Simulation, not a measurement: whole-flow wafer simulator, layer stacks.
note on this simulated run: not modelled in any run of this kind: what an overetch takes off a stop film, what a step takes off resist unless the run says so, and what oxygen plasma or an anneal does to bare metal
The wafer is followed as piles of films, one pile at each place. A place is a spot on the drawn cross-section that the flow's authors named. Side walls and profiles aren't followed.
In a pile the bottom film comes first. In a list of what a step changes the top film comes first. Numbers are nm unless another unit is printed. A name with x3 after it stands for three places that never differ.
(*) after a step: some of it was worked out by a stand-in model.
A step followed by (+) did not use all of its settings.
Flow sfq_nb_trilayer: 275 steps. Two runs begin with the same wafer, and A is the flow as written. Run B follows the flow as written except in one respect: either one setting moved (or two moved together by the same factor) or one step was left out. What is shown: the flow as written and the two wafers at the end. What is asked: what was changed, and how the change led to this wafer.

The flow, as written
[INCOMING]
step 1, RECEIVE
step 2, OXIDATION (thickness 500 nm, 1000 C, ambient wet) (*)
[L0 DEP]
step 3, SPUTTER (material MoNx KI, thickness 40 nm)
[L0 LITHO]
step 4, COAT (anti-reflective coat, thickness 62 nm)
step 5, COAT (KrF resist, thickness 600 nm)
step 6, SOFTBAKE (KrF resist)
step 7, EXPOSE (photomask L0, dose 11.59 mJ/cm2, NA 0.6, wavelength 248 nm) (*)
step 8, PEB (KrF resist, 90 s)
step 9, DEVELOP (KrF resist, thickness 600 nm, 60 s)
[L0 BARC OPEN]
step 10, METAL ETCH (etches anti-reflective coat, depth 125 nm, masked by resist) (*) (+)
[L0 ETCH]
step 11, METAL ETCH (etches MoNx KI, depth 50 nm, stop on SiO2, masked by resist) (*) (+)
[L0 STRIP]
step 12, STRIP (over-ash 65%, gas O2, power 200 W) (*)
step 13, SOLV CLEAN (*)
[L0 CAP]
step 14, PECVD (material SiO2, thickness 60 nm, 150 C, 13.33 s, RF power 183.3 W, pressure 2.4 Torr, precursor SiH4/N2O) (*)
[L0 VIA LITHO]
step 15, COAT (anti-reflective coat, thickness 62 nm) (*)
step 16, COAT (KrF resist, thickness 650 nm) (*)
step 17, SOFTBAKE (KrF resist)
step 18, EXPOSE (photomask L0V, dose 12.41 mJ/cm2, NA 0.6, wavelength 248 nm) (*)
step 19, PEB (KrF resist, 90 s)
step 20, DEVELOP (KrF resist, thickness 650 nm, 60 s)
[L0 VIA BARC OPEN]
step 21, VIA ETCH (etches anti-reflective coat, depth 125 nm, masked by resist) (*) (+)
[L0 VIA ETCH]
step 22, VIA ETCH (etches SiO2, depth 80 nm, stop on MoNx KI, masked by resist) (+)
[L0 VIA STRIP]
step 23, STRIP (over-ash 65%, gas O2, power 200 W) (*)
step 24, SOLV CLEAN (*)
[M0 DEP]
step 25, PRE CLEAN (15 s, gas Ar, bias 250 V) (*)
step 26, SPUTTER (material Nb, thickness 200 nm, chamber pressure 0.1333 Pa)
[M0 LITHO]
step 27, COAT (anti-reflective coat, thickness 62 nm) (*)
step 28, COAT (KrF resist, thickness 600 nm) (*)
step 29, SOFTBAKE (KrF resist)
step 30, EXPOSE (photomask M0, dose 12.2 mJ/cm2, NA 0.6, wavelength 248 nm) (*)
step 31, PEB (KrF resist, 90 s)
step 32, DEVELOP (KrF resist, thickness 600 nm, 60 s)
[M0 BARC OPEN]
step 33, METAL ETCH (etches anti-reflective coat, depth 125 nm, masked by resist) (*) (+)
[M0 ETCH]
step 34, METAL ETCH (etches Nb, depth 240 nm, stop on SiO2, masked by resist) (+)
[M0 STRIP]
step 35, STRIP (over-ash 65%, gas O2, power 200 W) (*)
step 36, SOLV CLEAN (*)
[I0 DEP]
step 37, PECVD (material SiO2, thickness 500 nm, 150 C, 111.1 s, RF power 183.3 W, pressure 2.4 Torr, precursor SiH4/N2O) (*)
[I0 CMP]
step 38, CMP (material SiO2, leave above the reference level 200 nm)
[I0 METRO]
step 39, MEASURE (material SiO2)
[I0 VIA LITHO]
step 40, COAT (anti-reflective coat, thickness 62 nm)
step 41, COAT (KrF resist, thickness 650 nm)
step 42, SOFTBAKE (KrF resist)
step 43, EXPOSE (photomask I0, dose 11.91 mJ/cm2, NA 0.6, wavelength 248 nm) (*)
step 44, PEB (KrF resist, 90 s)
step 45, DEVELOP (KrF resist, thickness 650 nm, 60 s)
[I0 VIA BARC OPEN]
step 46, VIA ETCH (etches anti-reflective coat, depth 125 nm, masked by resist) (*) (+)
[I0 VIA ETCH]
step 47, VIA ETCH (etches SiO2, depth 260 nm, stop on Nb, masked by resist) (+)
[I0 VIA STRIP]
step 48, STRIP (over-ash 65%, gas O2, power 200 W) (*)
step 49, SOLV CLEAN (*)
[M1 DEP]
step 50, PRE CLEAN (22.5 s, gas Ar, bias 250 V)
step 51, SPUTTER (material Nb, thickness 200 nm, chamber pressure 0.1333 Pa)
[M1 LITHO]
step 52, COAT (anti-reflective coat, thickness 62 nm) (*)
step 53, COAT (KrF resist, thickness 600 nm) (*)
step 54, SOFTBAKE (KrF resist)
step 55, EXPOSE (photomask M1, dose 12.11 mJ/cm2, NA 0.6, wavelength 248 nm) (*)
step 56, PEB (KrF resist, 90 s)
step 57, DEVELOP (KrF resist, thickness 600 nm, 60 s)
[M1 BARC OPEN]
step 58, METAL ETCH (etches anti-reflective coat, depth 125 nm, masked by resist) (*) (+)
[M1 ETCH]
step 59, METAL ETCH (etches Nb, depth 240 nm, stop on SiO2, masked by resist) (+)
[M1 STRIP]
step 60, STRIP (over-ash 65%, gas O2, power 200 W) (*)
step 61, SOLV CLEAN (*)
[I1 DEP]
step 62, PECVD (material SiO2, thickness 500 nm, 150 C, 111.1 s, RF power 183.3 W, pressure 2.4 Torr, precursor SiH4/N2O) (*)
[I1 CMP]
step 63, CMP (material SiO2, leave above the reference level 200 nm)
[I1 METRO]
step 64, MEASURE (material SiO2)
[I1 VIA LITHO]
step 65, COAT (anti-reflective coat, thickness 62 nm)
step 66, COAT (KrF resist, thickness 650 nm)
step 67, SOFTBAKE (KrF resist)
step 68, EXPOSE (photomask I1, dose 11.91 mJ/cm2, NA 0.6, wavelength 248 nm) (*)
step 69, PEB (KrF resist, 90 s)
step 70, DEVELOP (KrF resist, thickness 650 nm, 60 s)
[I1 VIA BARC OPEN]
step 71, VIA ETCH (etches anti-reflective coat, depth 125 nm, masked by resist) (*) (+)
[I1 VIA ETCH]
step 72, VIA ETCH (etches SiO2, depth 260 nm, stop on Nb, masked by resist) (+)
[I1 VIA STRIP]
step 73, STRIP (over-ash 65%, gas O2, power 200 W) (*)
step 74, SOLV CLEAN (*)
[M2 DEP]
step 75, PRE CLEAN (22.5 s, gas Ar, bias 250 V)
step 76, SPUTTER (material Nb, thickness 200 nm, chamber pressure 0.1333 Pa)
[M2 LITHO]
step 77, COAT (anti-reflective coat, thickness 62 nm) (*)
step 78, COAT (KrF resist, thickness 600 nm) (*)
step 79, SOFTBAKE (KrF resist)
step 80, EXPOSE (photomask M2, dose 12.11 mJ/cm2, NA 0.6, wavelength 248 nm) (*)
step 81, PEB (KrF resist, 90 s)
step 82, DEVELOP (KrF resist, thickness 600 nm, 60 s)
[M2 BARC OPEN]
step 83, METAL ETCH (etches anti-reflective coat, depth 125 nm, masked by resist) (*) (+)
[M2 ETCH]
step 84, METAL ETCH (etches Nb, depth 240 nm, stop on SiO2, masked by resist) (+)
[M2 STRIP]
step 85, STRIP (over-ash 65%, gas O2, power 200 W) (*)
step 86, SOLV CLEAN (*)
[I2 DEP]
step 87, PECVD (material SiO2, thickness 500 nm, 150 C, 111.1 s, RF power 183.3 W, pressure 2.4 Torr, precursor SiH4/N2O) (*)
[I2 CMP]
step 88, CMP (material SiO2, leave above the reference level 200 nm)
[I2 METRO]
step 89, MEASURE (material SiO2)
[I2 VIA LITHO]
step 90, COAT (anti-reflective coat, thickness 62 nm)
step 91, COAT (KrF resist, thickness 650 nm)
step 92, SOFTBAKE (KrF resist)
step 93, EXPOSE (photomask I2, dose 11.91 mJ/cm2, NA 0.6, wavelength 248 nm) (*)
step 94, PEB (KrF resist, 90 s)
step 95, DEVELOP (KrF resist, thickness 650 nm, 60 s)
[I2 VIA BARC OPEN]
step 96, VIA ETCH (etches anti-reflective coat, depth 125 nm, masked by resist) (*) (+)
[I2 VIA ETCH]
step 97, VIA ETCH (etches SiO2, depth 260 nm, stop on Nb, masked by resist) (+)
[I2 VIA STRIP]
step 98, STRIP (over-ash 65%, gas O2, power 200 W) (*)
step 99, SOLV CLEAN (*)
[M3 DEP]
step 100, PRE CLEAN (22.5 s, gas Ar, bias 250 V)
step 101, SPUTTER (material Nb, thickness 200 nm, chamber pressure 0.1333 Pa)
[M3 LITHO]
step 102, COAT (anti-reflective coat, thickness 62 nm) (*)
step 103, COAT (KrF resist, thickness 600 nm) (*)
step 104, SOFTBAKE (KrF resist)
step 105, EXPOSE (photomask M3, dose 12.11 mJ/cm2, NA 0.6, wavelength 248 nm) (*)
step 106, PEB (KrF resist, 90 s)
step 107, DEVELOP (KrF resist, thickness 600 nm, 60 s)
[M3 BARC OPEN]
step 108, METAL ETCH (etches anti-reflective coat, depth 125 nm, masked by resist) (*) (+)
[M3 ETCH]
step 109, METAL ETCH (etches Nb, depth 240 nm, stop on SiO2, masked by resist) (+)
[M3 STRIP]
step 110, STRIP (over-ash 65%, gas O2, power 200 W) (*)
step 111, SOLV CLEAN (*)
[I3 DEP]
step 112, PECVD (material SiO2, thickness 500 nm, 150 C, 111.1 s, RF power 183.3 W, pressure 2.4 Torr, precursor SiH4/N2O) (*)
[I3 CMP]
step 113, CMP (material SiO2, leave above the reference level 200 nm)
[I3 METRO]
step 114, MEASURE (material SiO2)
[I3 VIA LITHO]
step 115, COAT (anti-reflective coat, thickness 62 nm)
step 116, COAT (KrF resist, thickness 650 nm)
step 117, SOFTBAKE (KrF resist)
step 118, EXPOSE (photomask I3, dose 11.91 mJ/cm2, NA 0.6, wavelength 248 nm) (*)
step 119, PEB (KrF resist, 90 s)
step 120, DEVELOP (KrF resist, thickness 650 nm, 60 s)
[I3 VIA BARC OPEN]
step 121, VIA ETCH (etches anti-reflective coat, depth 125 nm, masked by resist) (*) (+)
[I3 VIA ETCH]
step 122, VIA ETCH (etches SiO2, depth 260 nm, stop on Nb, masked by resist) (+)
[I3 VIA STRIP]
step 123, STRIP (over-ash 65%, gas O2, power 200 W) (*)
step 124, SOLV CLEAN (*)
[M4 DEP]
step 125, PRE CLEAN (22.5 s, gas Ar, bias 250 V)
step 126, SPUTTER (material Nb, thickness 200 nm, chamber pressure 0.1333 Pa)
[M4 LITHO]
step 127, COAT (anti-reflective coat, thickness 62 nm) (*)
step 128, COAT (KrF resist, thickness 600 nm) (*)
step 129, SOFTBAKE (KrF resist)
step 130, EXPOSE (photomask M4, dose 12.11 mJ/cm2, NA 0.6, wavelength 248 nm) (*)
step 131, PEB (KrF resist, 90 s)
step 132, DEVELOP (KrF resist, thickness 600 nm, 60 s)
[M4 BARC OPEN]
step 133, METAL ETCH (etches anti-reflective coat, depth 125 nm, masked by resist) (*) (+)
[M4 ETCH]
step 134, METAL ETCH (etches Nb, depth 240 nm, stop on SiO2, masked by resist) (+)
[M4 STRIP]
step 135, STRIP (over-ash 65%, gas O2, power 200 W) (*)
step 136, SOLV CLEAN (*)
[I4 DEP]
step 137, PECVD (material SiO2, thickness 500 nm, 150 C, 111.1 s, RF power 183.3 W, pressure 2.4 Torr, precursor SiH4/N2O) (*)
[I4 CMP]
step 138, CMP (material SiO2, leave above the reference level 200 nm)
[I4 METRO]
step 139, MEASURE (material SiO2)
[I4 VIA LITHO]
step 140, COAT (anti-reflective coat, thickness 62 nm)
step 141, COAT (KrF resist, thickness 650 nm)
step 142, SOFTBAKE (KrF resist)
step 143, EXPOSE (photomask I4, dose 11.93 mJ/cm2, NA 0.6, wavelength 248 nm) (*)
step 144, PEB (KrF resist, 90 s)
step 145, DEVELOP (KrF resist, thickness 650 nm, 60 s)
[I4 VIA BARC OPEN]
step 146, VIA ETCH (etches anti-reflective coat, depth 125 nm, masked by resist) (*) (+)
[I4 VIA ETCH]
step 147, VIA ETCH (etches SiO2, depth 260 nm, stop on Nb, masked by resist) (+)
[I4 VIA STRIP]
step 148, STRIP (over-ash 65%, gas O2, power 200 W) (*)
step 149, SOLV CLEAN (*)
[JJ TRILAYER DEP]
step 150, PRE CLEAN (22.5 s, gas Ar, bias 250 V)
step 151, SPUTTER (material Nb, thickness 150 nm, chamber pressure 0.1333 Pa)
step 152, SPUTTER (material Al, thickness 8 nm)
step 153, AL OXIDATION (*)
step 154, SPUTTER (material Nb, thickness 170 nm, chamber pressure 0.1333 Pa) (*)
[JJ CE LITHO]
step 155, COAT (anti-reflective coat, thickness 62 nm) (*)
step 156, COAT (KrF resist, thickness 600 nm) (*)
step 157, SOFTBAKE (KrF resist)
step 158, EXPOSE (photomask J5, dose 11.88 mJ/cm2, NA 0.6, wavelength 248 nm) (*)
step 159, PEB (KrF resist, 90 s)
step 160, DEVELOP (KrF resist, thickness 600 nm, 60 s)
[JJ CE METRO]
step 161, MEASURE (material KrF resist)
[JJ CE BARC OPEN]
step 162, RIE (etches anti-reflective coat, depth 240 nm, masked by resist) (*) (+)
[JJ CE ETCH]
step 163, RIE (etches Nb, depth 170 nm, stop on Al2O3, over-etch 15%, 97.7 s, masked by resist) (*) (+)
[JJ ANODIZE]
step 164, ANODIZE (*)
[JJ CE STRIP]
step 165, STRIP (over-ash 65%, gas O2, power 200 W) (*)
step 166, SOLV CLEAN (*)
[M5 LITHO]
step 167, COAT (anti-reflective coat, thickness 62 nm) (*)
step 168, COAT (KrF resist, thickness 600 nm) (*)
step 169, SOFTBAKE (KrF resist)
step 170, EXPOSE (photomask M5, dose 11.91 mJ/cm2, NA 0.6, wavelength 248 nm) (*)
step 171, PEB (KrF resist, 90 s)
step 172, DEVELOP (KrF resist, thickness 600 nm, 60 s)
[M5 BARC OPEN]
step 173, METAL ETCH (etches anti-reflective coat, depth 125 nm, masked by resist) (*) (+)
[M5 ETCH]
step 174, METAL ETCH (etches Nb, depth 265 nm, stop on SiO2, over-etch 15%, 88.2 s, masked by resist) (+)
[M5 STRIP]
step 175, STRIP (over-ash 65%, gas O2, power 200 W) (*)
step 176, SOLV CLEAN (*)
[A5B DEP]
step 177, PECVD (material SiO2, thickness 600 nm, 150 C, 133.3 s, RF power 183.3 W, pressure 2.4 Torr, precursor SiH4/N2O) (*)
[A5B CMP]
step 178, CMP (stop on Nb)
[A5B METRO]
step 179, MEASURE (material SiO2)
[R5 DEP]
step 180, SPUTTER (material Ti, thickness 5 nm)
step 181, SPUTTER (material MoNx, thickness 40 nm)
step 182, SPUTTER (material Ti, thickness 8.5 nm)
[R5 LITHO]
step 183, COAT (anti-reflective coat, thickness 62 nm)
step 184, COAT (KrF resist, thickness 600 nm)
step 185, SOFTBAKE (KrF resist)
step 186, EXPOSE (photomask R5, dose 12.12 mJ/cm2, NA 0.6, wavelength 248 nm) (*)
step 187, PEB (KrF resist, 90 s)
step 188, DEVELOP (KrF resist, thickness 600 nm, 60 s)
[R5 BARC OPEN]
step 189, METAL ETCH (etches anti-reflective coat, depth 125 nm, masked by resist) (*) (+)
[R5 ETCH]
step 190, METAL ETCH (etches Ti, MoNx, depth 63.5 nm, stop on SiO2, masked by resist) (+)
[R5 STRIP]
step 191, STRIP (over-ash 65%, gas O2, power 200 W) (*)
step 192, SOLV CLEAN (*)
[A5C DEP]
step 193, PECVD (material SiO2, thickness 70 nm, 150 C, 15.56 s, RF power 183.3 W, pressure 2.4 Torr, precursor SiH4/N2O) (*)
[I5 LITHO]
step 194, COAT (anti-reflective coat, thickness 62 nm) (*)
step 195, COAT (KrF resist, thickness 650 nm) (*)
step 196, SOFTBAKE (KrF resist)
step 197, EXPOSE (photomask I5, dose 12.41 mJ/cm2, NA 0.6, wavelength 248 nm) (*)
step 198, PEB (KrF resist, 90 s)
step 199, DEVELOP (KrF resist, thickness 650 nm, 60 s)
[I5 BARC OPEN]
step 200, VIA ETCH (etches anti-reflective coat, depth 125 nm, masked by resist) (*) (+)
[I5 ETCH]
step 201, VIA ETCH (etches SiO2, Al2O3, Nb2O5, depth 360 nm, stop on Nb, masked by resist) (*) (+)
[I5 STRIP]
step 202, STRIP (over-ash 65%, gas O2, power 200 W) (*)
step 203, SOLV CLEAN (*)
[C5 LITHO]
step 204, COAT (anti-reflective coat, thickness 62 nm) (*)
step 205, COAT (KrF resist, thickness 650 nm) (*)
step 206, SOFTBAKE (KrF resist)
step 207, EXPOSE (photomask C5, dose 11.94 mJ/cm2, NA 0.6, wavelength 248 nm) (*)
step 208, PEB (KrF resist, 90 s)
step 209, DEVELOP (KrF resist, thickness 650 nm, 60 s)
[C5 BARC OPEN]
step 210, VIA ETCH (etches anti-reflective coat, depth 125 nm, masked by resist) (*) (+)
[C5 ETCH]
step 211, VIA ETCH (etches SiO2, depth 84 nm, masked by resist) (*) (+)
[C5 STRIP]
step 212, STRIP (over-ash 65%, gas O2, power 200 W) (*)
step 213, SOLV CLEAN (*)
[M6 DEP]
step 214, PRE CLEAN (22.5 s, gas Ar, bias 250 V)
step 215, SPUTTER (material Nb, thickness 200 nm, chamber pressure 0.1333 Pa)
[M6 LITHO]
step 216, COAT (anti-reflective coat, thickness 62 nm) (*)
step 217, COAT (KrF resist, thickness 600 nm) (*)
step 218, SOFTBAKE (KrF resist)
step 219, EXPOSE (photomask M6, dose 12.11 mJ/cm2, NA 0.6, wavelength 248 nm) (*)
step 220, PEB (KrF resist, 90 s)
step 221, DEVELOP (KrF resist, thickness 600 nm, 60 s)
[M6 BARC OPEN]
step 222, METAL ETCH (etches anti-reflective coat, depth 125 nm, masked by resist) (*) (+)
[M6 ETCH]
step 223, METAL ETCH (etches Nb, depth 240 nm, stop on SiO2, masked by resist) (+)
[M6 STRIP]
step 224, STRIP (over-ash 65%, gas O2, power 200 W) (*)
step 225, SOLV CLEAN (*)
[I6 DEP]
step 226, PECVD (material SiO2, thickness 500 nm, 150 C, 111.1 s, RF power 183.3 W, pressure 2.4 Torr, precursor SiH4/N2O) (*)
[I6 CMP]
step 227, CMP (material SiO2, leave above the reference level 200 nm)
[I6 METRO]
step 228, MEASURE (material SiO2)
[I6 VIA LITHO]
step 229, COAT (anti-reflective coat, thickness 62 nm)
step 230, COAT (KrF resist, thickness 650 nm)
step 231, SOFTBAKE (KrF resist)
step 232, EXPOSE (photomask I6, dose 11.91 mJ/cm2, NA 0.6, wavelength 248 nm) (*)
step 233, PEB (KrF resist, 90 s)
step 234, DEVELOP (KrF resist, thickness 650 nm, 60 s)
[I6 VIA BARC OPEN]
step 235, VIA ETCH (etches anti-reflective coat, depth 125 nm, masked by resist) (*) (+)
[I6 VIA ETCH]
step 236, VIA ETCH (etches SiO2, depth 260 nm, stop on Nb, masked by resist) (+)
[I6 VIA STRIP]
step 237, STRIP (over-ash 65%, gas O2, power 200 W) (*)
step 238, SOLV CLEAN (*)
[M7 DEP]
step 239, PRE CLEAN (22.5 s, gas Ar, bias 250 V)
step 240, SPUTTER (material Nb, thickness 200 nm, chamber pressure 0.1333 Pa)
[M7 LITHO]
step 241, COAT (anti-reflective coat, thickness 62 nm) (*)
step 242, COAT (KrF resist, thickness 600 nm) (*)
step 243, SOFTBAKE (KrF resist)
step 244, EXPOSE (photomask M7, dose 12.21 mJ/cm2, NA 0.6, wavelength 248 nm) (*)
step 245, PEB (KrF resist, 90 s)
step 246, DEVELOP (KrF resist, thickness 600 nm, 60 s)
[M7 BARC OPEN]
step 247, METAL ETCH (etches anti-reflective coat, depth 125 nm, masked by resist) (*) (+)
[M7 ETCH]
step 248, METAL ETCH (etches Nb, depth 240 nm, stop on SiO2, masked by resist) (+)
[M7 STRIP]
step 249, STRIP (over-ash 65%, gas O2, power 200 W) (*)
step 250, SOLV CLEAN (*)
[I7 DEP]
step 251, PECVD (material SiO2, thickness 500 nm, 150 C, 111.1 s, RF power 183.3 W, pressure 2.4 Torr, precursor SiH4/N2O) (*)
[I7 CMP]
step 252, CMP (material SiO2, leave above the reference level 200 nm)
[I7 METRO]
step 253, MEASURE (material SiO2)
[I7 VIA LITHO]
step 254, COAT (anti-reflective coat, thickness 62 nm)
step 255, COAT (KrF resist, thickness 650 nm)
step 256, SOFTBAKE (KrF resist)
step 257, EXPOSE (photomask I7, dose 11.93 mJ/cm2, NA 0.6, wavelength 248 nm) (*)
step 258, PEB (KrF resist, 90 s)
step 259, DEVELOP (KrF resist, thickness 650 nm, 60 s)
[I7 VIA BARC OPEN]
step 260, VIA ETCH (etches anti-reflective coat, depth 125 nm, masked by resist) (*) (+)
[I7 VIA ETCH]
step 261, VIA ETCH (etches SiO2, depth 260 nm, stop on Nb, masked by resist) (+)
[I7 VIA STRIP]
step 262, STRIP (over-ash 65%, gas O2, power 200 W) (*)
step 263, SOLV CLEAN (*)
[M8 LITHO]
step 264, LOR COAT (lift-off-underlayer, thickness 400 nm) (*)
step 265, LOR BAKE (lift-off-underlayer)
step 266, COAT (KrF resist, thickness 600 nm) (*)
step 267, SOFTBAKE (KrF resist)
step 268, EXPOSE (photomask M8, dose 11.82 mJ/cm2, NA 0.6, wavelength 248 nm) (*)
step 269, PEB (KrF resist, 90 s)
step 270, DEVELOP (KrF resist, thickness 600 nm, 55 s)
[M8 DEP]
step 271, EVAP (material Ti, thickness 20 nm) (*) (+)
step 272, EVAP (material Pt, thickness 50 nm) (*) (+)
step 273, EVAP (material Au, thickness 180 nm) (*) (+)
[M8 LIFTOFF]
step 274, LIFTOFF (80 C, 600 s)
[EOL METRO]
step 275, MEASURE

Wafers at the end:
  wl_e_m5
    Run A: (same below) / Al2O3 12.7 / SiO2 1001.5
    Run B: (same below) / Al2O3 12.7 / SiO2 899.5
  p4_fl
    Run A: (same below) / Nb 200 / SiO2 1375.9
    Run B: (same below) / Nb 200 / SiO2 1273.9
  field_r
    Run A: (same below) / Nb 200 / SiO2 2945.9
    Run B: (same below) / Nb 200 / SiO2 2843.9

The reason: step 215, SPUTTER: thickness 98 nm was run, though the flow has thickness 200 nm.

The path from the change to this, step by step:
  step 215, SPUTTER (material Nb, thickness 200 nm, chamber pressure 0.1333 Pa)
      field_l, v_sur, via_wl and 100 more: A Nb gains 200 (new film) | B Nb gains 98 (new film)
      be: A Nb gains 147.3 | B Nb gains 72.6
      (and at 2 other places as well)
  step 216, COAT (anti-reflective coat, thickness 62 nm) (*)
      be: A anti-reflective coat gains 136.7 (new film) | B anti-reflective coat gains 128.4 (new film)
      be_sur: A anti-reflective coat gains 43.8 (new film) | B anti-reflective coat gains 42.8 (new film)
      (and at 1 other place as well)
  step 223, METAL ETCH (etches Nb, depth 240 nm, stop on SiO2, masked by resist) (+)
      field_l, gap, moat and 76 more: A Nb loses 200 (all of it) | B Nb loses 98 (all of it)
      v_sur, via_wl, via_w and 24 more: A KrF resist loses 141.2 | B KrF resist loses 86.5
  step 224, STRIP (over-ash 65%, gas O2, power 200 W) (*)
      wl_j_sl, wl_j_sr: A KrF resist loses 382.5 (all of it), anti-reflective coat loses 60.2 (all of it) | B KrF resist loses 437.2 (all of it), anti-reflective coat loses 60.2 (all of it)
      wl_c_m6, wl_f_m6: A KrF resist loses 382.3 (all of it), anti-reflective coat loses 62 (all of it) | B KrF resist loses 437 (all of it), anti-reflective coat loses 62 (all of it)
      (and at 23 other places as well)
  step 226, PECVD (material SiO2, thickness 500 nm, 150 C, 111.1 s, RF power 183.3 W, pressure 2.4 Torr, precursor SiH4/N2O) (*)
      gap, wl_a_sl, m6r_space_l, m6r_space_r: A SiO2 gains 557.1 | B SiO2 gains 500
      be: A SiO2 gains 693.5 (new film) | B SiO2 gains 654.7 (new film)
  step 227, CMP (material SiO2, leave above the reference level 200 nm)
      field_l, p4_fl, p4_fm and 59 more: A SiO2 loses 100 | B SiO2 loses 202
      moat, field_r, lsp_l, ln_m5, lsp_m: A SiO2 loses 93.6 | B SiO2 loses 202
      (and at 13 other places as well)
